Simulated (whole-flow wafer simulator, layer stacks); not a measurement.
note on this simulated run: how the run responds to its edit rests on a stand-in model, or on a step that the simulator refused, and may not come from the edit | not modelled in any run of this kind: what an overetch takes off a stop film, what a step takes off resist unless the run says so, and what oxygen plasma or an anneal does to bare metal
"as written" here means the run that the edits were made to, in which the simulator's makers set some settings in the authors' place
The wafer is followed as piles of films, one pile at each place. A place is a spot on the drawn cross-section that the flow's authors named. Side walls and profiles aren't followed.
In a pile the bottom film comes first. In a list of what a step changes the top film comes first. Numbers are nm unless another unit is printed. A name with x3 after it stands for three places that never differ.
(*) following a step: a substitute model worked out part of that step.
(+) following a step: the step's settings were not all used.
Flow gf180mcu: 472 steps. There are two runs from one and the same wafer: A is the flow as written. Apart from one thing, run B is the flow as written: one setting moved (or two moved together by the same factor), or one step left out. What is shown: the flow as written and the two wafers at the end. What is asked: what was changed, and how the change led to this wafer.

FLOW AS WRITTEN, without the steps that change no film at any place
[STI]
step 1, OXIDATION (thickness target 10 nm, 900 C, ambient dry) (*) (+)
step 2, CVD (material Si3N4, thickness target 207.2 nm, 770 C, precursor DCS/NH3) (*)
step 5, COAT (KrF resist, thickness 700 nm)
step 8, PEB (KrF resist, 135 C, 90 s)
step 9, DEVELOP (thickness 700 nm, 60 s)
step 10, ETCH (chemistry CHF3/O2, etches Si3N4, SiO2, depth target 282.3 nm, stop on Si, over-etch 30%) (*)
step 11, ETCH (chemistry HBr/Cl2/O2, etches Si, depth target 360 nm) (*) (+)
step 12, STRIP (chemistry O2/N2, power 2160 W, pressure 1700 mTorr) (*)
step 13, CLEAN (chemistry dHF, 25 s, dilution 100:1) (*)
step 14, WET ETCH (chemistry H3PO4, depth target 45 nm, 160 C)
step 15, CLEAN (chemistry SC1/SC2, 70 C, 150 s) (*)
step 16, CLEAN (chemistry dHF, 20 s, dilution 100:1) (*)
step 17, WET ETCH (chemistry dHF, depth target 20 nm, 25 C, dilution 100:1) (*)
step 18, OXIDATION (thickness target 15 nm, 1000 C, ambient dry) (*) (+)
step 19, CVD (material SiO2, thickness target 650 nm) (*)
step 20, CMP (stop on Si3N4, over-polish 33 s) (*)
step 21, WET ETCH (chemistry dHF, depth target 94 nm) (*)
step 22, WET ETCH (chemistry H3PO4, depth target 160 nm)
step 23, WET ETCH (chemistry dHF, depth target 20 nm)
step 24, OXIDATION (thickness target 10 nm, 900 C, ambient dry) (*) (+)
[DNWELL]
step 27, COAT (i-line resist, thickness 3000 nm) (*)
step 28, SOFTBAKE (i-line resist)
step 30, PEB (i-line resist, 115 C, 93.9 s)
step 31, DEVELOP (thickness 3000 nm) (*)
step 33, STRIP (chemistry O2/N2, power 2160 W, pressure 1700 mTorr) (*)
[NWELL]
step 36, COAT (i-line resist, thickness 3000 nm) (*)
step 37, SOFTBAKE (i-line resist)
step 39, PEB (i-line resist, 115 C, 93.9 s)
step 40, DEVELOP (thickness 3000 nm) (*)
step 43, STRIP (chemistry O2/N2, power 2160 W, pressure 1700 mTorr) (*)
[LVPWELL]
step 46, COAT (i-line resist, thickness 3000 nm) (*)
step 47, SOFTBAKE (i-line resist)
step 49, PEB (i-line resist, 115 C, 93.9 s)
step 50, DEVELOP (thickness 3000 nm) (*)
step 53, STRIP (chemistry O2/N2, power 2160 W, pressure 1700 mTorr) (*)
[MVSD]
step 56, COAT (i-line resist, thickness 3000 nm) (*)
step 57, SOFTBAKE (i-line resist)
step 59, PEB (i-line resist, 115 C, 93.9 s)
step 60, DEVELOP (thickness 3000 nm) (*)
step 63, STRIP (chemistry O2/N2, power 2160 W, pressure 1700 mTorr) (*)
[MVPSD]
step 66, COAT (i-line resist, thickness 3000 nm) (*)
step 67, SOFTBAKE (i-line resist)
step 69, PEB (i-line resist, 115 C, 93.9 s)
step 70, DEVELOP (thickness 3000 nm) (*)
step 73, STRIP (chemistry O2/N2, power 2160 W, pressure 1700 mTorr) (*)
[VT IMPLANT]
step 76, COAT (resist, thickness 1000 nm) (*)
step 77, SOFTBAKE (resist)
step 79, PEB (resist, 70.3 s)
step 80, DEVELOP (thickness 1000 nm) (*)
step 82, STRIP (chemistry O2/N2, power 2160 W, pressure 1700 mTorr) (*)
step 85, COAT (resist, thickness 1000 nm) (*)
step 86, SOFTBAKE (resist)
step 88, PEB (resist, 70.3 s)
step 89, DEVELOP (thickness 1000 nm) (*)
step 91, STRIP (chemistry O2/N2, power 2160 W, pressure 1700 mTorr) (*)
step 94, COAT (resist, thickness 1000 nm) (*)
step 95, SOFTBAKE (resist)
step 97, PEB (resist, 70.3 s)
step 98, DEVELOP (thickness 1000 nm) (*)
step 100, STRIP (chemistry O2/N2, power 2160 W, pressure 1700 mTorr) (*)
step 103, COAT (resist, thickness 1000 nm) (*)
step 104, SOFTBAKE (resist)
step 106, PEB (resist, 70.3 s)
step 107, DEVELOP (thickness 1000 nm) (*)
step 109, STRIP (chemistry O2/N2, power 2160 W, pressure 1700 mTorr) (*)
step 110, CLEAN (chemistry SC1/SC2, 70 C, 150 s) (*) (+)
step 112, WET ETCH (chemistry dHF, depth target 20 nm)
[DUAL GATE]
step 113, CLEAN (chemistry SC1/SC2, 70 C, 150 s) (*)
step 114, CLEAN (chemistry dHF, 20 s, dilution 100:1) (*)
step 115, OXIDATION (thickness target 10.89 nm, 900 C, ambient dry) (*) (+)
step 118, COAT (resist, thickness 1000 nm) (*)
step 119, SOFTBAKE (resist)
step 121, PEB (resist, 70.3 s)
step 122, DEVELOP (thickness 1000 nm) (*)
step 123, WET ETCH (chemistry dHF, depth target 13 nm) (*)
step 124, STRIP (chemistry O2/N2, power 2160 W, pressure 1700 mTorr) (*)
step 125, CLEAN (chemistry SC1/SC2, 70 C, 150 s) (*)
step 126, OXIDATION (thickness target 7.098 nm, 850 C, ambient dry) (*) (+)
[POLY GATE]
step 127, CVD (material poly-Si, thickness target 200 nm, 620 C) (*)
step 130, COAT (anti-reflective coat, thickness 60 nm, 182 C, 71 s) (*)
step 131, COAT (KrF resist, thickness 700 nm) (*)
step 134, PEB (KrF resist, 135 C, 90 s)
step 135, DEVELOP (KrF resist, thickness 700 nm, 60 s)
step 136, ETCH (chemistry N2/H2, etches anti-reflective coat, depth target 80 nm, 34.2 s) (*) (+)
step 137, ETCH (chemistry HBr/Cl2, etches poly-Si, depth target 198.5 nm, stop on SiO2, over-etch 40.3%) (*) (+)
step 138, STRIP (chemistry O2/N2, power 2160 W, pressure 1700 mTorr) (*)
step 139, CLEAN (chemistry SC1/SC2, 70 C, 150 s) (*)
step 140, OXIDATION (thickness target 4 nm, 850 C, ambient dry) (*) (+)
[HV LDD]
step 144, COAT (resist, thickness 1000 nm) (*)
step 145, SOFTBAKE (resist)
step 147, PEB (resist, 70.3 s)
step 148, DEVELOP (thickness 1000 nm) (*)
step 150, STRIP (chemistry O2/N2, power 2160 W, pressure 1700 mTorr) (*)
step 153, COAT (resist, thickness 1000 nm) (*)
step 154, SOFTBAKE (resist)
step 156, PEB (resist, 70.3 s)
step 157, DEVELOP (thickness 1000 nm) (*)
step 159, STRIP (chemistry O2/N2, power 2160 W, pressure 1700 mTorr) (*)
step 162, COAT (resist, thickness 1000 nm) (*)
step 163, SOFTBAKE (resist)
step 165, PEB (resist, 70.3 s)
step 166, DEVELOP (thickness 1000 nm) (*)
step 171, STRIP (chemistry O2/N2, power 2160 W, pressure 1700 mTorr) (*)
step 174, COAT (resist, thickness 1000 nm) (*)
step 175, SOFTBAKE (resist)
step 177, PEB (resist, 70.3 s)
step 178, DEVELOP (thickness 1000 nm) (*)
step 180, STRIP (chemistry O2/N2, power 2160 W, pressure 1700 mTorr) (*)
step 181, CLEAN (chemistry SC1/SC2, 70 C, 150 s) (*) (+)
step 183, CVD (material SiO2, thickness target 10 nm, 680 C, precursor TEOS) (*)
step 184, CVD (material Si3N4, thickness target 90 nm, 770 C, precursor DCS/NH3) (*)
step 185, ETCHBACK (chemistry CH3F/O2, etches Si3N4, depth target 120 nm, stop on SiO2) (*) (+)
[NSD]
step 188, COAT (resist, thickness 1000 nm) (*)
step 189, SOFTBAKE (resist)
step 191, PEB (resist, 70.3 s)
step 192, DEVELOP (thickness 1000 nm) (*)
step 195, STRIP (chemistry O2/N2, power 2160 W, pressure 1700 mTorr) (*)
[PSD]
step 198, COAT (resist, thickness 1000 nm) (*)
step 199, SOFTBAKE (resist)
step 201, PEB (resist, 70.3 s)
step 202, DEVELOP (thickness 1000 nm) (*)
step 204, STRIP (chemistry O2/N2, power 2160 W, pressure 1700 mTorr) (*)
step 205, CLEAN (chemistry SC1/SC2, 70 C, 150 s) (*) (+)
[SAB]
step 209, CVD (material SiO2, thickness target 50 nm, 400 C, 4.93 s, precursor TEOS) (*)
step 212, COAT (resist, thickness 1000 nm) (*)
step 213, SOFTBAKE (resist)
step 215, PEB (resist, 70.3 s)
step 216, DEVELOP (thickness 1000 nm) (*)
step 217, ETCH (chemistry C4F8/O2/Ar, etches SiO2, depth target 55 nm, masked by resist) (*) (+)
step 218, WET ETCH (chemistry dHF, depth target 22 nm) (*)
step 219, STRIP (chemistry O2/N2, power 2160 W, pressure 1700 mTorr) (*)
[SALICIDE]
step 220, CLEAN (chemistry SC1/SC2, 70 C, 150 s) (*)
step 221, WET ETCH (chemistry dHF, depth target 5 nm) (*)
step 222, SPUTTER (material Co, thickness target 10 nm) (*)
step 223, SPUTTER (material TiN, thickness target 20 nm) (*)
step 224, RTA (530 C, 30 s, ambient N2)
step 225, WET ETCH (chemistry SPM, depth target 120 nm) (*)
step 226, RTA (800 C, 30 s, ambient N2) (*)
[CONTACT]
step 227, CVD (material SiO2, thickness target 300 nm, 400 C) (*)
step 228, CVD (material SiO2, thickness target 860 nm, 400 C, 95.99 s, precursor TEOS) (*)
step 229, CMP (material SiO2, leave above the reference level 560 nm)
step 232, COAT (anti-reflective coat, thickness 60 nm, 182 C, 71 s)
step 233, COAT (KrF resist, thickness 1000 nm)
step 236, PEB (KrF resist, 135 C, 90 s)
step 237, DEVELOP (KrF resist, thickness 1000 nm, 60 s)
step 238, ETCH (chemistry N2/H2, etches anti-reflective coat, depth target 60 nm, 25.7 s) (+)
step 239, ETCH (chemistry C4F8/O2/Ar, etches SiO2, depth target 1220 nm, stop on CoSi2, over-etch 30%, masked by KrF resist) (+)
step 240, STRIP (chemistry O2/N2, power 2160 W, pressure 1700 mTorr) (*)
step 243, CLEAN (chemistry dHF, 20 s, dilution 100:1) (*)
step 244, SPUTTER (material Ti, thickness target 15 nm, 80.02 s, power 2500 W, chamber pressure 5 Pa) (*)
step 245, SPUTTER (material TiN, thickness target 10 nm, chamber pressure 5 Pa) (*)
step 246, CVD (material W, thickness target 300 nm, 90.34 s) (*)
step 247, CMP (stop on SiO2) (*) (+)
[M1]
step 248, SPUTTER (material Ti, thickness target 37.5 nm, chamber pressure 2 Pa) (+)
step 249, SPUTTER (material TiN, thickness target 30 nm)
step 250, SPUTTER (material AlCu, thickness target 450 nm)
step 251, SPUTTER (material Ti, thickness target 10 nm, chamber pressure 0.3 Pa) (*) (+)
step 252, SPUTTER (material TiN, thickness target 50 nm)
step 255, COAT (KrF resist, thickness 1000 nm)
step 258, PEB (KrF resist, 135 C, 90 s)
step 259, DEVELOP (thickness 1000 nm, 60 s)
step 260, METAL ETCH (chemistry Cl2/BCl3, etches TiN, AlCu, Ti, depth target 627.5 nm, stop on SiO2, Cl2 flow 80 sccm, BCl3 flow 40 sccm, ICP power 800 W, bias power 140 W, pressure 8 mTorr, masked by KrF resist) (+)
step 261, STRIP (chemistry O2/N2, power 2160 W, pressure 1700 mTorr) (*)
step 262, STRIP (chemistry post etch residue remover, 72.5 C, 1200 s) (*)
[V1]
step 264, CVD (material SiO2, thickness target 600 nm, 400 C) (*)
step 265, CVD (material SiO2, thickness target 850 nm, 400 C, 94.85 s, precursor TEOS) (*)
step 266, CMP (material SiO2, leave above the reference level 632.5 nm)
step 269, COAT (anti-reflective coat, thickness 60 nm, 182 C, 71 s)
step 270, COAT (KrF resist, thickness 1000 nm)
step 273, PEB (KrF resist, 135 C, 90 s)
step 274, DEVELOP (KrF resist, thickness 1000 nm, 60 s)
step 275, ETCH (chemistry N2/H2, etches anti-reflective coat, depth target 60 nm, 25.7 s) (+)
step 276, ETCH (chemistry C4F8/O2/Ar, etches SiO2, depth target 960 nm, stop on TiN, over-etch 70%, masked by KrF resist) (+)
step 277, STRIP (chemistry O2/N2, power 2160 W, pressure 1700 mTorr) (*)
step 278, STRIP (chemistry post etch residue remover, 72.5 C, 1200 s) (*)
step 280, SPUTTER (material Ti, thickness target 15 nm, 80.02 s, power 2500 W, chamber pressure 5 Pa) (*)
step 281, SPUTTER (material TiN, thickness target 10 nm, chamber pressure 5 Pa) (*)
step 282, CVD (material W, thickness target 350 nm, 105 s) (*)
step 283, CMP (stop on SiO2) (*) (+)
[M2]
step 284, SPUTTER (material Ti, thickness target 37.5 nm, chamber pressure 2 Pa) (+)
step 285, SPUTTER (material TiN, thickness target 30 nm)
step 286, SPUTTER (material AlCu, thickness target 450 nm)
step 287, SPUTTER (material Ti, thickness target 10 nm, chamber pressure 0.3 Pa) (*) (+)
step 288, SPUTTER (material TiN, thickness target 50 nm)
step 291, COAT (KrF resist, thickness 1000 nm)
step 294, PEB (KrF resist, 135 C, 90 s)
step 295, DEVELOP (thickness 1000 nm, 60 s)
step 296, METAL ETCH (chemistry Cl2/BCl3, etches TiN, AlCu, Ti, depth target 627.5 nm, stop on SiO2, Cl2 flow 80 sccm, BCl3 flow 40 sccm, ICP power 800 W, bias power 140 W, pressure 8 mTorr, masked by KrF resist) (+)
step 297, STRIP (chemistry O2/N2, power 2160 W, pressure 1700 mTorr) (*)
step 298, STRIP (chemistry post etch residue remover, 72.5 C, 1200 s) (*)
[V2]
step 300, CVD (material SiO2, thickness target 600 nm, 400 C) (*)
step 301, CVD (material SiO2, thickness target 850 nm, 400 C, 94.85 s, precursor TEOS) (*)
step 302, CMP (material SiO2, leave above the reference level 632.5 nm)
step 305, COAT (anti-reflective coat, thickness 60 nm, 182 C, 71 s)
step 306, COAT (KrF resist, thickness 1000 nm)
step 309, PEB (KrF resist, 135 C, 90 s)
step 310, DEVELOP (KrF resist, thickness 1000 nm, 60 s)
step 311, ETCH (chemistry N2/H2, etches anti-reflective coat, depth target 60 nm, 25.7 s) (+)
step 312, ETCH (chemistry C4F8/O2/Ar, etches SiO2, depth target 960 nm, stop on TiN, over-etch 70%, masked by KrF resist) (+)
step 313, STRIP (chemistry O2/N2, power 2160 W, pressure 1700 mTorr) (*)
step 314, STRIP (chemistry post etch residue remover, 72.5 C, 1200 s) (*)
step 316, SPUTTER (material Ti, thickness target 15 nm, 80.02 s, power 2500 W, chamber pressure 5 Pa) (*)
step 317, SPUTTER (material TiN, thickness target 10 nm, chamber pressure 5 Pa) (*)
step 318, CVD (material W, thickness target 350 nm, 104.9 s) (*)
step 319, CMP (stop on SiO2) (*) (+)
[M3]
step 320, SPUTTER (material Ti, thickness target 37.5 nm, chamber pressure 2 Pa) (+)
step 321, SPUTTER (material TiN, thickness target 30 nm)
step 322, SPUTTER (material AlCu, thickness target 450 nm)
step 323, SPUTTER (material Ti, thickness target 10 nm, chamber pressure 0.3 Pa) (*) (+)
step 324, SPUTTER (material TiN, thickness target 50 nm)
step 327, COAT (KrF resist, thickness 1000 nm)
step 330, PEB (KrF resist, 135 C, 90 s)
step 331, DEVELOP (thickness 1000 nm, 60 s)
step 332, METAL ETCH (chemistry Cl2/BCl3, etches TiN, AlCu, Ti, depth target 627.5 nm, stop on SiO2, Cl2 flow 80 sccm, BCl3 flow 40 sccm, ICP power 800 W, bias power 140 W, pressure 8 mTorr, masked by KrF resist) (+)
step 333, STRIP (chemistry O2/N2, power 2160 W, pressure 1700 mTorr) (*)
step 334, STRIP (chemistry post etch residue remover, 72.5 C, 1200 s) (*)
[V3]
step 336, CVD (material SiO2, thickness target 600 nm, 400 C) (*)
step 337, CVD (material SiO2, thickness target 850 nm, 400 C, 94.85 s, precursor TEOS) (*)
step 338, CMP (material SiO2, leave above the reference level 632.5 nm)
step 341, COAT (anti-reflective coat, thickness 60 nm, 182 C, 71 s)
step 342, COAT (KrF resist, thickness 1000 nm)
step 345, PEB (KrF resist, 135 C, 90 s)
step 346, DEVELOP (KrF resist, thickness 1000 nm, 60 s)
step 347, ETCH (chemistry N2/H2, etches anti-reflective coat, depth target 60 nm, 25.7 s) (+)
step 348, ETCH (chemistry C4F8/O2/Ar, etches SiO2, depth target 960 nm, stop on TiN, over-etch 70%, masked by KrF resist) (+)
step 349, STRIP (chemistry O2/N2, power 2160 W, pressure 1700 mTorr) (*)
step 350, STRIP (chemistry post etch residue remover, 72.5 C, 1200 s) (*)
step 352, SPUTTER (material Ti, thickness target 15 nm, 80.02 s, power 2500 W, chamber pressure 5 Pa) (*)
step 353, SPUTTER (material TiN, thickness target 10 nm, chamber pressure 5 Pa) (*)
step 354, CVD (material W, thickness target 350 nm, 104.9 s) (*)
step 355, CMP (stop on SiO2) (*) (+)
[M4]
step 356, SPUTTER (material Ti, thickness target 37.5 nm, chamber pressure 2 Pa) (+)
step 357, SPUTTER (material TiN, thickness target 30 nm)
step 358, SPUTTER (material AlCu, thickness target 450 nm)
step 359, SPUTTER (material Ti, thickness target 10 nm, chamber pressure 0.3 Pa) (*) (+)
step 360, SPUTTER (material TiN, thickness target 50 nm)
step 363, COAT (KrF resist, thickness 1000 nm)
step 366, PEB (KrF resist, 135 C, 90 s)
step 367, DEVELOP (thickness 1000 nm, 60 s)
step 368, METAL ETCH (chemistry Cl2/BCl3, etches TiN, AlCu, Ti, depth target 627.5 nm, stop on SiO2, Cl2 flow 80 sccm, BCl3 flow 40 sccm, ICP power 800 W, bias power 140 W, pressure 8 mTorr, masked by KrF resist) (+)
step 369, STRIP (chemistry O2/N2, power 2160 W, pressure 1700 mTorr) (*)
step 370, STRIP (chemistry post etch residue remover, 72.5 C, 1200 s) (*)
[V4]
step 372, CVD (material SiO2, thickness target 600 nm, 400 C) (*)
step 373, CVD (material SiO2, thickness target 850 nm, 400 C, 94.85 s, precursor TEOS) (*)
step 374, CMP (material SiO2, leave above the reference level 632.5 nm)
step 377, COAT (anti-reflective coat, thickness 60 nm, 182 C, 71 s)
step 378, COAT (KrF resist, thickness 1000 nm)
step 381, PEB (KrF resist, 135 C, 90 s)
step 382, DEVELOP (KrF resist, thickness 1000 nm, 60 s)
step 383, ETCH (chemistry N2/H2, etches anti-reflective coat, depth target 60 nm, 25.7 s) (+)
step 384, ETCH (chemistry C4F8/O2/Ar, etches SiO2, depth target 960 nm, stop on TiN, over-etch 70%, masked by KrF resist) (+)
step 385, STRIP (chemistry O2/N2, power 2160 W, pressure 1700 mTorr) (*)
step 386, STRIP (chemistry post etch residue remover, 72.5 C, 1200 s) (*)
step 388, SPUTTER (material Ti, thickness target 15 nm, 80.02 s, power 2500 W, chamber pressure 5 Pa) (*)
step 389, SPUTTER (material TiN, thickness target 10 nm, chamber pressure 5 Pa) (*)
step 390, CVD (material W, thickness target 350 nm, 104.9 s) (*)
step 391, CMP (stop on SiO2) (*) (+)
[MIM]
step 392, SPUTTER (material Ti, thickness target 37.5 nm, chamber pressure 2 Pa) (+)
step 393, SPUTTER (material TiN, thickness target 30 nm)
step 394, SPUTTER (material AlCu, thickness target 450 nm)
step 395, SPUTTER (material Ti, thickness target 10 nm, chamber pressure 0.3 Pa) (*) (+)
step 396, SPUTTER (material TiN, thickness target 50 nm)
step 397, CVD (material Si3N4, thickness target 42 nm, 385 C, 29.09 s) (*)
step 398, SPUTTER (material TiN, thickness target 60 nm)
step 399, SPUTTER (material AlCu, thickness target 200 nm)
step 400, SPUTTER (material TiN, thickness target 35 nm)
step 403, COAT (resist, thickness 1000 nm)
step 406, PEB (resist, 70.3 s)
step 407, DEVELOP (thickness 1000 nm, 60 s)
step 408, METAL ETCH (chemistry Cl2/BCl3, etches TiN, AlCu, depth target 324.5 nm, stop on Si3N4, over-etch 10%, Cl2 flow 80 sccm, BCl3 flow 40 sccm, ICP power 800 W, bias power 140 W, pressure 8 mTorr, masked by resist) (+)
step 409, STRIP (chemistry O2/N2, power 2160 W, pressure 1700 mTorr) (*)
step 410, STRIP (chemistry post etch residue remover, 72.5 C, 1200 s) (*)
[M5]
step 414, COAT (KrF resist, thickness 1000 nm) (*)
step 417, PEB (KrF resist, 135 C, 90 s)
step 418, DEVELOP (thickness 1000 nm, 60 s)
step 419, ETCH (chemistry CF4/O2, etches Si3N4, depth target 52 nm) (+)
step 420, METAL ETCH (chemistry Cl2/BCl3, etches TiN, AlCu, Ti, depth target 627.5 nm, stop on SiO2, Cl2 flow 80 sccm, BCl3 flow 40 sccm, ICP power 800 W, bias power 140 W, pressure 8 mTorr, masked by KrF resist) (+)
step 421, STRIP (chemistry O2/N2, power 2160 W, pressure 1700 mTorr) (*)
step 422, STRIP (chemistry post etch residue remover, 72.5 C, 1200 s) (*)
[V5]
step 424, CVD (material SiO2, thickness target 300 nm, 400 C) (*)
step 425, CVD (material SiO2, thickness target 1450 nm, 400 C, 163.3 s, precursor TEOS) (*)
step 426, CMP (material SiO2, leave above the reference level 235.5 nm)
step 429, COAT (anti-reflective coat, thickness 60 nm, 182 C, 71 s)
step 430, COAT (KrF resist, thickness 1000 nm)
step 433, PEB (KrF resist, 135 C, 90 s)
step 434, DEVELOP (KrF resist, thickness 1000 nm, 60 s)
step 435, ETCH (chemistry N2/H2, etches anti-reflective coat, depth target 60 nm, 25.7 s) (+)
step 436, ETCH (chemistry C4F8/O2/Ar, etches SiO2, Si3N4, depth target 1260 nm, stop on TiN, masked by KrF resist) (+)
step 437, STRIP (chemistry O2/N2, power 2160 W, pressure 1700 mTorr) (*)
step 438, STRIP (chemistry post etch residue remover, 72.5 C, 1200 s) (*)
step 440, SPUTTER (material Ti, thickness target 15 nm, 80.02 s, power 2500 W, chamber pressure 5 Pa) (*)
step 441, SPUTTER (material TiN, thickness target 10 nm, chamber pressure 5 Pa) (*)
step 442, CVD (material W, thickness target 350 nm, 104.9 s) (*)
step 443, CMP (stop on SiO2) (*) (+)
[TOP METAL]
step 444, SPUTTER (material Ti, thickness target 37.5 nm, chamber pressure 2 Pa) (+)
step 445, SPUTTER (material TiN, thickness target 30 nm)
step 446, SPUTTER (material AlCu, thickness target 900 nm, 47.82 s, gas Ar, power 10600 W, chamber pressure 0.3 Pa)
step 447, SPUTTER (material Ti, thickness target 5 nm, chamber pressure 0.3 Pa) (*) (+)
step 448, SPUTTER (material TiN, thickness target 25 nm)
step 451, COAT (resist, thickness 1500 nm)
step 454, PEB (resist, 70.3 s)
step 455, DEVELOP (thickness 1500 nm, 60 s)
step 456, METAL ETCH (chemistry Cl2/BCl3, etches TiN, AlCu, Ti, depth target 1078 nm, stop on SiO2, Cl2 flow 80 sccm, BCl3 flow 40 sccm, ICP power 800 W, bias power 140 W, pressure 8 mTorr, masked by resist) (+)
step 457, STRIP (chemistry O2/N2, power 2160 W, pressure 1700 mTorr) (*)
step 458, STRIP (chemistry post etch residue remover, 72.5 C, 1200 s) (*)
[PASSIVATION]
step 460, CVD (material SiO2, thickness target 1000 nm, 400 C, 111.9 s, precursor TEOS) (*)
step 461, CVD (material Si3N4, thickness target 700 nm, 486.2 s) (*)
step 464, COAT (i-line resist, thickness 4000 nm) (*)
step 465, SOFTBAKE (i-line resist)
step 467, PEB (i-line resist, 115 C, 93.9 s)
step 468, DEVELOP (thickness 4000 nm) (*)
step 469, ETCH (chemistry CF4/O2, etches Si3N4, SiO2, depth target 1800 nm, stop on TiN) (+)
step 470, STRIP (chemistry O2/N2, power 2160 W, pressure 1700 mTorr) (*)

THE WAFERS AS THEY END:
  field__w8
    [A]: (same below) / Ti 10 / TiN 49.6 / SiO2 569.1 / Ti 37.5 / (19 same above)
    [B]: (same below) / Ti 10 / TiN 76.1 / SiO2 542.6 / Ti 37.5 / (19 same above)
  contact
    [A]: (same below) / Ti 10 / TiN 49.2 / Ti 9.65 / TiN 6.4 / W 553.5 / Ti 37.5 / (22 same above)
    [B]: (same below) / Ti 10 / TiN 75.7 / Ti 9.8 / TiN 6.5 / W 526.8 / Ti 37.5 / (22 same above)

Cause: step 324, SPUTTER: thickness target 76.5 nm was run, though the flow has thickness target 50 nm.

Step by step, how the change led to this:
  step 324, SPUTTER (material TiN, thickness target 50 nm)
      field, field__w1, field__w2 and 108 more: A +50 TiN (new film) | B +76.5 TiN (new film)
  step 332, METAL ETCH (chemistry Cl2/BCl3, etches TiN, AlCu, Ti, depth target 627.5 nm, stop on SiO2, Cl2 flow 80 sccm, BCl3 flow 40 sccm, ICP power 800 W, bias power 140 W, pressure 8 mTorr, masked by KrF resist) (+)
      field, field__w1, field__w2 and 103 more: A -50 TiN (all of it), -10 Ti (all of it), -450 AlCu (all of it), -30 TiN (all of it), -37.5 Ti (all of it) | B -76.5 TiN (all of it), -10 Ti (all of it), -450 AlCu (all of it), -30 TiN (all of it), -37.5 Ti (all of it)
  step 338, CMP (material SiO2, leave above the reference level 632.5 nm)
      field__w8, contact, m1, m1__w1, m1_nw: A -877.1 SiO2 | B -903.6 SiO2
  step 348, ETCH (chemistry C4F8/O2/Ar, etches SiO2, depth target 960 nm, stop on TiN, over-etch 70%, masked by KrF resist) (+)
      field, field__w1, field__w2 and 107 more: A -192 KrF resist | B -185.6 KrF resist
      contact: A -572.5 SiO2 (all of it) | B -546 SiO2 (all of it)
  step 354, CVD (material W, thickness target 350 nm, 104.9 s) (*)
      contact: A +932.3 W (new film) | B +905.5 W (new film)
